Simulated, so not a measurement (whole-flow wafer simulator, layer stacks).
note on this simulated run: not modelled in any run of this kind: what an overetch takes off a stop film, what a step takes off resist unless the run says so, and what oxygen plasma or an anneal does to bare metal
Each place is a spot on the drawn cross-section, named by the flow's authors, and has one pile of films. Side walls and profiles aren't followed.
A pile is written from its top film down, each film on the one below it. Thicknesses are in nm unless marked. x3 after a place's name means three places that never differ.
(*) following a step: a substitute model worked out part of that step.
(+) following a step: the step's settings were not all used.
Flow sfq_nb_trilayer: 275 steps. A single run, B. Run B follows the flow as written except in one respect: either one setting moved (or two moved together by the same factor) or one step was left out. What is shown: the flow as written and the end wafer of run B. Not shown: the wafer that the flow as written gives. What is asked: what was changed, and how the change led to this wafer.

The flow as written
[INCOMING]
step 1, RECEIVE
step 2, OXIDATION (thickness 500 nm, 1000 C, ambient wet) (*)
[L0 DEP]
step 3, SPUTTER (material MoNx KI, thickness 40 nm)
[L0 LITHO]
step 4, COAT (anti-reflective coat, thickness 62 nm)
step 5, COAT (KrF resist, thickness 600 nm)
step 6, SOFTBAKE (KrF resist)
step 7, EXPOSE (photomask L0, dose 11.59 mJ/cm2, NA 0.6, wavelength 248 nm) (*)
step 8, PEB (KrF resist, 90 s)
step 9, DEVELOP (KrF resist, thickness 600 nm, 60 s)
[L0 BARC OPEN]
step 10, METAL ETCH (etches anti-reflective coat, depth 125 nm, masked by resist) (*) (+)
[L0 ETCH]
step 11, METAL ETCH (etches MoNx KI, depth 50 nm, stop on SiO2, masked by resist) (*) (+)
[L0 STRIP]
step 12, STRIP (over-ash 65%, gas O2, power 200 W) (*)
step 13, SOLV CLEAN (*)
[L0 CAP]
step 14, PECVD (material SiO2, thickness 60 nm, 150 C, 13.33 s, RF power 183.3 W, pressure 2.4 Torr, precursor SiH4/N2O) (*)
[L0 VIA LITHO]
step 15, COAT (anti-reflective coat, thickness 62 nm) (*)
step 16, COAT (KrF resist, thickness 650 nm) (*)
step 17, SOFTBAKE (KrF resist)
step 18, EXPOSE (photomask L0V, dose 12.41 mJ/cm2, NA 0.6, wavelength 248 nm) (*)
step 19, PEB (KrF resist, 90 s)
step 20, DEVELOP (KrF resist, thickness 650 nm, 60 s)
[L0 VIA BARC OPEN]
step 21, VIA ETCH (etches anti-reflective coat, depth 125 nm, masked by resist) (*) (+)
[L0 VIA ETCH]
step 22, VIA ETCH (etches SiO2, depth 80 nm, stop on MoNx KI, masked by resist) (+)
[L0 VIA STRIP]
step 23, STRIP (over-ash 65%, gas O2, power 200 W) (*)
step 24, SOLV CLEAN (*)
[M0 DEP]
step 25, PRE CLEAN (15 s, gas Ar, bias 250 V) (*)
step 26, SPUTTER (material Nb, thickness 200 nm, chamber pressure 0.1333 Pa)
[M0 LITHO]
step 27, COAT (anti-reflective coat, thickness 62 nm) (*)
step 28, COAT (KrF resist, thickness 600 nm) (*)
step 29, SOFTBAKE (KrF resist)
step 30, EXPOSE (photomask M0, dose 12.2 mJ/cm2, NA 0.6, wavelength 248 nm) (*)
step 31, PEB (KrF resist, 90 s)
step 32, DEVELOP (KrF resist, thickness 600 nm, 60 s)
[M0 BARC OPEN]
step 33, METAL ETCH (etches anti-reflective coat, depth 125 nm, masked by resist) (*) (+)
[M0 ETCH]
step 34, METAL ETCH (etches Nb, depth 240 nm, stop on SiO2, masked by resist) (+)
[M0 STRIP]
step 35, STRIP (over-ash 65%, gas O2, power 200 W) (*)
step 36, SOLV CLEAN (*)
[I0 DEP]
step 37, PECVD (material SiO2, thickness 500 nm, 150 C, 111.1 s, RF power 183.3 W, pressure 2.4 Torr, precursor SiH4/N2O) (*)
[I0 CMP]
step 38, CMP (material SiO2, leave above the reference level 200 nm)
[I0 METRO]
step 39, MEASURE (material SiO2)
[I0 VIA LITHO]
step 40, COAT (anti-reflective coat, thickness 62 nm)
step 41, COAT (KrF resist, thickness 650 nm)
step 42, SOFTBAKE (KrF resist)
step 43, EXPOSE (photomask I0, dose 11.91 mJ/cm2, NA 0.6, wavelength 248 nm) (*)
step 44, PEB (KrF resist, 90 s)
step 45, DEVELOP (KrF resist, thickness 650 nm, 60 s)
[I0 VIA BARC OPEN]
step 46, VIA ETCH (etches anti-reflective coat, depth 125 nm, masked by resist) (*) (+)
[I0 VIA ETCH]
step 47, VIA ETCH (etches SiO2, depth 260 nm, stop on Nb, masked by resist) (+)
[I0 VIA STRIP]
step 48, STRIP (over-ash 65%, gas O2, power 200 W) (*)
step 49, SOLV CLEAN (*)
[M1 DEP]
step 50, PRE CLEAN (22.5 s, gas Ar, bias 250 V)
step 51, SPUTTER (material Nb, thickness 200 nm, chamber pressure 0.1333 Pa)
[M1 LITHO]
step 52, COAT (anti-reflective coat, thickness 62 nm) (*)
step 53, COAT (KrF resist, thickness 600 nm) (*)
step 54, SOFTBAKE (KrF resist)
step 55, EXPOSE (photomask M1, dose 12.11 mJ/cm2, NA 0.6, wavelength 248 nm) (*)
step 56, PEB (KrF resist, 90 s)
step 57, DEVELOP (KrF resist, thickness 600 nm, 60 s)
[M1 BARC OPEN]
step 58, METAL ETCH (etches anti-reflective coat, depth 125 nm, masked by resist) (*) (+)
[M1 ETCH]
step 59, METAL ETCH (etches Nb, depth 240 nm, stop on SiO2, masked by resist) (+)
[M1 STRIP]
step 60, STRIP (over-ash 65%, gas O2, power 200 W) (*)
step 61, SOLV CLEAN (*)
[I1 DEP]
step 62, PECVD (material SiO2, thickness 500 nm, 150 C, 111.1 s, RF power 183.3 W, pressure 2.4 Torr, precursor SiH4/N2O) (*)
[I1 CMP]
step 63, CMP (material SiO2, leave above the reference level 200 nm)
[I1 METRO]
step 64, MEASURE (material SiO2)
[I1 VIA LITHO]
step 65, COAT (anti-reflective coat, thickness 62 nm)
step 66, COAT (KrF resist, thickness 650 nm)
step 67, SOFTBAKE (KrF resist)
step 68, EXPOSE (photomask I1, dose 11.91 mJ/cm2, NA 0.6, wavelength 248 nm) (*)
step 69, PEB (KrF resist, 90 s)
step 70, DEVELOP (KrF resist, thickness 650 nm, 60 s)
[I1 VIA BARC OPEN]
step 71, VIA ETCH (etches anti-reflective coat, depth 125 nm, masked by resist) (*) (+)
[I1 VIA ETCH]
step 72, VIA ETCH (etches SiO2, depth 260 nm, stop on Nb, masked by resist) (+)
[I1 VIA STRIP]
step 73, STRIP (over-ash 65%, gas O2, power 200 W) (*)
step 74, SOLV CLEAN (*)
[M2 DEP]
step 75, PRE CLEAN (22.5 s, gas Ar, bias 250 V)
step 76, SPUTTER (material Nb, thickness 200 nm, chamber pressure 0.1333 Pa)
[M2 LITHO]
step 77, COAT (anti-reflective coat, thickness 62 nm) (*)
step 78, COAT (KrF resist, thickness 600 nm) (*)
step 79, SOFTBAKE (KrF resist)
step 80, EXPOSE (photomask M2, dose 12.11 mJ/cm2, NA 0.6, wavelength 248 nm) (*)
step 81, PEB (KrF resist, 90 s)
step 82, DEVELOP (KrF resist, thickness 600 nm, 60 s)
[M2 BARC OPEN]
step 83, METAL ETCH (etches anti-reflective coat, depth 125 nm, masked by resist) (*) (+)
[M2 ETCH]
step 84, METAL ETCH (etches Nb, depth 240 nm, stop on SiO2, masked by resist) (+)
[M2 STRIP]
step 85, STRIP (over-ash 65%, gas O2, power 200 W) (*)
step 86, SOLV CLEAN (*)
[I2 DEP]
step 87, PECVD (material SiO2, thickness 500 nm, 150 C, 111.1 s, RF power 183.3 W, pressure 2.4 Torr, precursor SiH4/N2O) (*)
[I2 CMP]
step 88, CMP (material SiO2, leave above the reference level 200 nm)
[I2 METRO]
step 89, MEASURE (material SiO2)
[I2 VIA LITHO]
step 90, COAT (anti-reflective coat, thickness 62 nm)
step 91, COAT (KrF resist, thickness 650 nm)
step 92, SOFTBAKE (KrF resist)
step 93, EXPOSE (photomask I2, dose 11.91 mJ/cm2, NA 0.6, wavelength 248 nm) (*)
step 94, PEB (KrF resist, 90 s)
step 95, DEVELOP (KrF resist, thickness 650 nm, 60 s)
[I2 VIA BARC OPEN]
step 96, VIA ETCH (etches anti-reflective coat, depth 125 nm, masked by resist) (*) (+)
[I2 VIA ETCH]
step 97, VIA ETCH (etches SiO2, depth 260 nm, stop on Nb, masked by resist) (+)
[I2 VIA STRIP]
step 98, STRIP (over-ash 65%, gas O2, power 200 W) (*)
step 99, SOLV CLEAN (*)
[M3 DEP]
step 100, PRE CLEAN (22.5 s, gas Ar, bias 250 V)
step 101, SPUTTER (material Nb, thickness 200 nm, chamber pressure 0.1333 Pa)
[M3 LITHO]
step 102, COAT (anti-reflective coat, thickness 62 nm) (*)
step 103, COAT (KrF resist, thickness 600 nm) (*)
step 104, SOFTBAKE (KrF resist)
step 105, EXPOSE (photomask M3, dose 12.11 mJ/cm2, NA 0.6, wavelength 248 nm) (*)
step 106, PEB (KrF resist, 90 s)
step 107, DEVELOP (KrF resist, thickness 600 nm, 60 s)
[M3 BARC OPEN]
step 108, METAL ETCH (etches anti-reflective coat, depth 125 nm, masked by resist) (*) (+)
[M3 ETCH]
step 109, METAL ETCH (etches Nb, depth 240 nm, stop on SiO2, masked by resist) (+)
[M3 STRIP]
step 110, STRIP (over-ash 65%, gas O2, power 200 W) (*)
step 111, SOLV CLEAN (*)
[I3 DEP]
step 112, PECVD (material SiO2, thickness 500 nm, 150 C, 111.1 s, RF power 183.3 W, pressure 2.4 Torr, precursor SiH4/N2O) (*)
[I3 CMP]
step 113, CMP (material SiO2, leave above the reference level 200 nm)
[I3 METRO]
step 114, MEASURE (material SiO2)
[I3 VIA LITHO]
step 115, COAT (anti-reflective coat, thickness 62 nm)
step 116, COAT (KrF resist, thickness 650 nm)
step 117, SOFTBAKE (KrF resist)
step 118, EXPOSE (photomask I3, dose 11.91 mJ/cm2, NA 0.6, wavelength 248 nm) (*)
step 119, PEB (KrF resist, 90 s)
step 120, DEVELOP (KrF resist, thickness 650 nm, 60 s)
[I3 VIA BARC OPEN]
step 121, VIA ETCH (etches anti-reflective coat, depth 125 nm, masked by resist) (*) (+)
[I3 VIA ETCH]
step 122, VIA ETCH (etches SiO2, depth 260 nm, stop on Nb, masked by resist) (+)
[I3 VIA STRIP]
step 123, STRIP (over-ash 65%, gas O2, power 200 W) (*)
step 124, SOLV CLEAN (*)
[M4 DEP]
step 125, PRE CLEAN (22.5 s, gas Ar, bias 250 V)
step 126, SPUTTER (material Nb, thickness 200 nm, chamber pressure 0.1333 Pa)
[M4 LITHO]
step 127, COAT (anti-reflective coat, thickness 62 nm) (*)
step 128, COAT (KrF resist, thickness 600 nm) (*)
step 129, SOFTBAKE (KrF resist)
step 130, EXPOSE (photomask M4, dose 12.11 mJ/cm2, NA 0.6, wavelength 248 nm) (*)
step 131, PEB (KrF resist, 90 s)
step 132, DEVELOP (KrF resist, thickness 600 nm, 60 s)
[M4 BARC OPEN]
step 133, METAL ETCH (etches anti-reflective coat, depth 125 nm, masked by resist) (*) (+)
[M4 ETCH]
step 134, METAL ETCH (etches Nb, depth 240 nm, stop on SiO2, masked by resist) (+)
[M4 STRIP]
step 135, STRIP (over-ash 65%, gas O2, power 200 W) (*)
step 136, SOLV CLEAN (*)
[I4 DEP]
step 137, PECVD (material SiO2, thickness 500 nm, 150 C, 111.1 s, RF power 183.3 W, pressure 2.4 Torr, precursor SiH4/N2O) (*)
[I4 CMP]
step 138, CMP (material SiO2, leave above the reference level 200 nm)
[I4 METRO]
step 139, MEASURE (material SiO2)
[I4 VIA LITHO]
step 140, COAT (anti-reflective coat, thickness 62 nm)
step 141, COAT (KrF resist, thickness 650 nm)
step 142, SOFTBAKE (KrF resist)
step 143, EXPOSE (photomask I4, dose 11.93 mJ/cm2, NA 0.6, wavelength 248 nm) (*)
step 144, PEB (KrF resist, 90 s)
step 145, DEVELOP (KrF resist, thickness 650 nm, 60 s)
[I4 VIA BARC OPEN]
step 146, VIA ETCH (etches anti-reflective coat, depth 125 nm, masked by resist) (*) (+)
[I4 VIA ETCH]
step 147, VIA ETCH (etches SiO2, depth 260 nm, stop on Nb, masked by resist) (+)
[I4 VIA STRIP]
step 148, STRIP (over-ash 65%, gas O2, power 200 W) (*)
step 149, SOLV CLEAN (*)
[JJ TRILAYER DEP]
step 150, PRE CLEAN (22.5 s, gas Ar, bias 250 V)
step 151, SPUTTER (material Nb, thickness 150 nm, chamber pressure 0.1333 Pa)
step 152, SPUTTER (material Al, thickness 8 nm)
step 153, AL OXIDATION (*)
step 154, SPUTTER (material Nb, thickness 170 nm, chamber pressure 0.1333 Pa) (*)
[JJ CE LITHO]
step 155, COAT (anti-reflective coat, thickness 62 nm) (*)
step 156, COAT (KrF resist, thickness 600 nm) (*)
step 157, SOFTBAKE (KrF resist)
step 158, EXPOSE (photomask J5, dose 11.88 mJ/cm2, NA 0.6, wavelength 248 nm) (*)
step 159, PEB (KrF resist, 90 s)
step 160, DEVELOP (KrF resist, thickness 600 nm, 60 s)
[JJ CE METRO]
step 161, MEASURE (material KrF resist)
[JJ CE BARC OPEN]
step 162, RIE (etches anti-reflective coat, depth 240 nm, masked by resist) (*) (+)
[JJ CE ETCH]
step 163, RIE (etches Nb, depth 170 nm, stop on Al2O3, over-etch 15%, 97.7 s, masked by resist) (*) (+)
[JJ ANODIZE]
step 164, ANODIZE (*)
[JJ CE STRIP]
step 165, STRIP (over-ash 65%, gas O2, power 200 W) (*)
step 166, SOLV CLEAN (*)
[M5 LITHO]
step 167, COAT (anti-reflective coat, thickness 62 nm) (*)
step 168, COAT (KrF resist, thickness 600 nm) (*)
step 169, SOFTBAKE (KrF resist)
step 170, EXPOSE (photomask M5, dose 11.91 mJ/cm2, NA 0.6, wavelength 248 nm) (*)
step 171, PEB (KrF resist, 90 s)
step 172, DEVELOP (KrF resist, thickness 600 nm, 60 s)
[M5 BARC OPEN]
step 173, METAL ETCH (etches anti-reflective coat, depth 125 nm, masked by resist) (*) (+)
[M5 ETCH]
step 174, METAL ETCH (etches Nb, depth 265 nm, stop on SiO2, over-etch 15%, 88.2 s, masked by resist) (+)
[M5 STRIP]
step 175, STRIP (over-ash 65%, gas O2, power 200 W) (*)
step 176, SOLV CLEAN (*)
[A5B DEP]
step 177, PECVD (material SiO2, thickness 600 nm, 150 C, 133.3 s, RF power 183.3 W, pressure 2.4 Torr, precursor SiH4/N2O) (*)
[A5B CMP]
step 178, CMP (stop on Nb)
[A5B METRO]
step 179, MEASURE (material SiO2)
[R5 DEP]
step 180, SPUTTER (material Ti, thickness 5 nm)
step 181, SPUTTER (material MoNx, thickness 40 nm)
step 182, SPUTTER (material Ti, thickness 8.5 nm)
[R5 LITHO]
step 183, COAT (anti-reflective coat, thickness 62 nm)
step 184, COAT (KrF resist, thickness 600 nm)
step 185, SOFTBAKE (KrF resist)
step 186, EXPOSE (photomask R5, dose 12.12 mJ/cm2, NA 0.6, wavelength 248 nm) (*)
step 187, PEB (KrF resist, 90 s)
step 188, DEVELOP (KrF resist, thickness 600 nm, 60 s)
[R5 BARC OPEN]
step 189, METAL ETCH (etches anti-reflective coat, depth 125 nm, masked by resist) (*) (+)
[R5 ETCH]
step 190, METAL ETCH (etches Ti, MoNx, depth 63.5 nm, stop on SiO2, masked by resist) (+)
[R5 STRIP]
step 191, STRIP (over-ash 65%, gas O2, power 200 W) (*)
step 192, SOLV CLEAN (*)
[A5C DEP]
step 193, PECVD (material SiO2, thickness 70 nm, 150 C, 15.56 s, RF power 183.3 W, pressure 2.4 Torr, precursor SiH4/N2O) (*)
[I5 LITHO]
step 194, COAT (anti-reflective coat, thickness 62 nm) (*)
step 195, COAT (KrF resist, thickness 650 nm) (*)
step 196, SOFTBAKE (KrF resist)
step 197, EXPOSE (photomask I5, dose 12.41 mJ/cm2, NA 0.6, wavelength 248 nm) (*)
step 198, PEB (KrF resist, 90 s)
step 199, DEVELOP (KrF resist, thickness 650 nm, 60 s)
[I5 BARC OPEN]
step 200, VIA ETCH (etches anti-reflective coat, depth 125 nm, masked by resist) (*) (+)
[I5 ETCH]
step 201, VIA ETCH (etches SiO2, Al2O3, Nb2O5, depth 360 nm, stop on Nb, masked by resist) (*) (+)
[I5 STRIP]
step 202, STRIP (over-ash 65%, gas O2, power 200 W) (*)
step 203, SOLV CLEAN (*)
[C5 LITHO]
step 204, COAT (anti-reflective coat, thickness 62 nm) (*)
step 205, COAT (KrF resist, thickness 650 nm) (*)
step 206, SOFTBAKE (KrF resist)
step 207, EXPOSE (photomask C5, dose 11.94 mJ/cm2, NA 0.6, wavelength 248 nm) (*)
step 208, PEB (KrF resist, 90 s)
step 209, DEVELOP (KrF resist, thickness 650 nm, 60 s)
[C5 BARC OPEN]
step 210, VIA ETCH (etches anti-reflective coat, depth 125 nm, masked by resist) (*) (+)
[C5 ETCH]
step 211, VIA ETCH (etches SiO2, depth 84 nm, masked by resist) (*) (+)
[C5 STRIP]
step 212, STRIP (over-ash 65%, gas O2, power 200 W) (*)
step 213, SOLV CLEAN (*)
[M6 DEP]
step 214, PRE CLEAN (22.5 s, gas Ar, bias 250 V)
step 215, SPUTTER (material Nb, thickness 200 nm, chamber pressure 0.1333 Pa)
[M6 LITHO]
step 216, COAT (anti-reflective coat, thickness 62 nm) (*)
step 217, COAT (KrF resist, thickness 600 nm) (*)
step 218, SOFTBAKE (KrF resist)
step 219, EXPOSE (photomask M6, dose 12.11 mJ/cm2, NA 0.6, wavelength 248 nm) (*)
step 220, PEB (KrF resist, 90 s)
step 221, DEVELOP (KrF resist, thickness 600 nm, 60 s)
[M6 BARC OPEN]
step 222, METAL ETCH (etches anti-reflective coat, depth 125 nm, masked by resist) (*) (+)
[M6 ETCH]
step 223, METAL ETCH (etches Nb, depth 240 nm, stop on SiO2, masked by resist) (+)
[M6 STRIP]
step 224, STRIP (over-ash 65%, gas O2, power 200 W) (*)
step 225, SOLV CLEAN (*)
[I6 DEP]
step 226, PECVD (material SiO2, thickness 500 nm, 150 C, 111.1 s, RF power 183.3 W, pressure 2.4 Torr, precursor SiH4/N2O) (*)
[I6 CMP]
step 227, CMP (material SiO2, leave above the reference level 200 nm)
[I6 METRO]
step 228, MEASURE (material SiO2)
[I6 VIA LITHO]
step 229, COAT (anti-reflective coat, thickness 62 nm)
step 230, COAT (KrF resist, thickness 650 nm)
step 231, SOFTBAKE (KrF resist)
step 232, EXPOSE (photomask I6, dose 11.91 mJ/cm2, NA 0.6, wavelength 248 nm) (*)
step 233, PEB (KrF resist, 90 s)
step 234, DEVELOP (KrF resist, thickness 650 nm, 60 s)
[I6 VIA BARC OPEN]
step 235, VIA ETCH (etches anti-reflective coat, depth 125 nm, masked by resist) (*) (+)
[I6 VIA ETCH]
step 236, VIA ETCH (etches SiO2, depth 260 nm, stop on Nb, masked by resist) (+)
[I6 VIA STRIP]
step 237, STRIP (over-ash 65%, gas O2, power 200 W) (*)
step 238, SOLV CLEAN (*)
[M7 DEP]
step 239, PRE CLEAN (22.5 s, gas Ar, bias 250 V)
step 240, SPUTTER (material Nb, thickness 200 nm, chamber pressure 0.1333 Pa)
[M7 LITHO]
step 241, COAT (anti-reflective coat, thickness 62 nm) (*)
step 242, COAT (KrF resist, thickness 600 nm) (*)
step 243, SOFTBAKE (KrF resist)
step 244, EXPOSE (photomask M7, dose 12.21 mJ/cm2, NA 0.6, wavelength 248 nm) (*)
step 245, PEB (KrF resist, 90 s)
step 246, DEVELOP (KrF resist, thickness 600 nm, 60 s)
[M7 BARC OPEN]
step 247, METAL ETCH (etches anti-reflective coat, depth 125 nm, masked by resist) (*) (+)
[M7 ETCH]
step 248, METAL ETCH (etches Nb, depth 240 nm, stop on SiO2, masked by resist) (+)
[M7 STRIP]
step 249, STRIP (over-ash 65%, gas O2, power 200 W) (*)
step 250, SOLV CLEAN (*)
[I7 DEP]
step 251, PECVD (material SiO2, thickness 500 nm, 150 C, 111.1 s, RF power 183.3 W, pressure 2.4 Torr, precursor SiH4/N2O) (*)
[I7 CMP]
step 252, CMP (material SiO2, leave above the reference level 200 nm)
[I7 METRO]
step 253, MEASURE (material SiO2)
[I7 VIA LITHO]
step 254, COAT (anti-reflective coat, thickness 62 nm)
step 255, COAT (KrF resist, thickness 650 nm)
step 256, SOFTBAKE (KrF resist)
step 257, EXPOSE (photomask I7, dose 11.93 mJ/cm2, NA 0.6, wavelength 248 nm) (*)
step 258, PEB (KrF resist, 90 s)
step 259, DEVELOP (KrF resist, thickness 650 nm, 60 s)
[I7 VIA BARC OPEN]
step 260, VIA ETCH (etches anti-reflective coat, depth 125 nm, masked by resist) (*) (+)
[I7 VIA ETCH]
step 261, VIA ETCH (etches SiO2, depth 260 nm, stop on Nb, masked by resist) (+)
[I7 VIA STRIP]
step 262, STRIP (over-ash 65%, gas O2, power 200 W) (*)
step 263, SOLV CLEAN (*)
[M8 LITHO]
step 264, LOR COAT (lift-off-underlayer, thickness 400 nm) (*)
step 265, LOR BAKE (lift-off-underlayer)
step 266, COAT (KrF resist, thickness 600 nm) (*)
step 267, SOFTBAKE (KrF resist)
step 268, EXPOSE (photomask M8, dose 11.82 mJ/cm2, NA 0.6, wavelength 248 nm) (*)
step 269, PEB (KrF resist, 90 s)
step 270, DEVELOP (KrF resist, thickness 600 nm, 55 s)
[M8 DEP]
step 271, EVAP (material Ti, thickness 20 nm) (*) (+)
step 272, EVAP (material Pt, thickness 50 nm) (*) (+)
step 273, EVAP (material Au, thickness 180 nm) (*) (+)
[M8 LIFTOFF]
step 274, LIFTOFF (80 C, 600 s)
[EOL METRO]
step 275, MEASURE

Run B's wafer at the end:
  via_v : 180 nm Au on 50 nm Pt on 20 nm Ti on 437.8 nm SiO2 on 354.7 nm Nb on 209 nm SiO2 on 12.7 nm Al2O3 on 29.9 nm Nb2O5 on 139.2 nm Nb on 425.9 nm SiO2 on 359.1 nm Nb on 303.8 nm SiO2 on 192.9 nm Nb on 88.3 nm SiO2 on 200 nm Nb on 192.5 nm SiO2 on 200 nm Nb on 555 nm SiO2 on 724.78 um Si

The reason: step 72, VIA ETCH: depth 104 nm was run, while the flow as written has depth 260 nm.

How this came from the change, step by step:
  step 72, VIA ETCH (etches SiO2, depth 260 nm, stop on Nb, masked by resist) (+)
      via_v: SiO2 loses 104 (as written it would have been: SiO2 loses 199.8 (all of it))
      field_l, v_sur, via_wl and 102 more: KrF resist loses 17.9 (as written it would have been: KrF resist loses 44.8)
  step 73, STRIP (over-ash 65%, gas O2, power 200 W) (*)
      field_l, v_sur, via_wl and 102 more: KrF resist loses 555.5 (all of it), anti-reflective coat loses 62 (all of it) (as written it would have been: KrF resist loses 528.6 (all of it), anti-reflective coat loses 62 (all of it))
  step 75, PRE CLEAN (22.5 s, gas Ar, bias 250 V)
      via_v: SiO2 loses 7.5 (as written it would have been: Nb loses 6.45)
  step 76, SPUTTER (material Nb, thickness 200 nm, chamber pressure 0.1333 Pa)
      via_v: Nb gains 192.9 (new film) (as written it would have been: Nb gains 174.5)
  step 77, COAT (anti-reflective coat, thickness 62 nm) (*)
      via_v: anti-reflective coat gains 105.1 (new film) (as written it would have been: anti-reflective coat gains 123.1 (new film))
      wire: anti-reflective coat gains 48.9 (new film) (as written it would have been: anti-reflective coat gains 50.6 (new film))
  step 78, COAT (KrF resist, thickness 600 nm) (*)
      via_v: KrF resist gains 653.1 (new film) (as written it would have been: KrF resist gains 733.7 (new film))
  step 85, STRIP (over-ash 65%, gas O2, power 200 W) (*)
      via_sp: KrF resist loses 382.6 (all of it), anti-reflective coat loses 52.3 (all of it) (as written it would have been: KrF resist loses 374.4 (all of it), anti-reflective coat loses 53.2 (all of it))
      via_v: KrF resist loses 435.4 (all of it), anti-reflective coat loses 105.1 (all of it) (as written it would have been: KrF resist loses 515.8 (all of it), anti-reflective coat loses 123.1 (all of it))
      (also at 1 further place)
  step 87, PECVD (material SiO2, thickness 500 nm, 150 C, 111.1 s, RF power 183.3 W, pressure 2.4 Torr, precursor SiH4/N2O) (*)
      via_v: SiO2 gains 500 (new film) (as written it would have been: SiO2 gains 606 (new film))
  step 88, CMP (material SiO2, leave above the reference level 200 nm)
      via_v: SiO2 loses 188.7 (as written it would have been: SiO2 loses 181.6)
If metal films that touch count as one body, via_v has 7 bodies (between them, from the top down: SiO2 437.8; SiO2 209 / Al2O3 12.7 / Nb2O5 29.9; SiO2 425.9; SiO2 303.8; SiO2 88.3; SiO2 192.5); the flow as written gives 6 bodies (between them, from the top down: SiO2 437.8; SiO2 209 / Al2O3 12.7 / Nb2O5 29.9; SiO2 425.9; SiO2 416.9; SiO2 192.5).
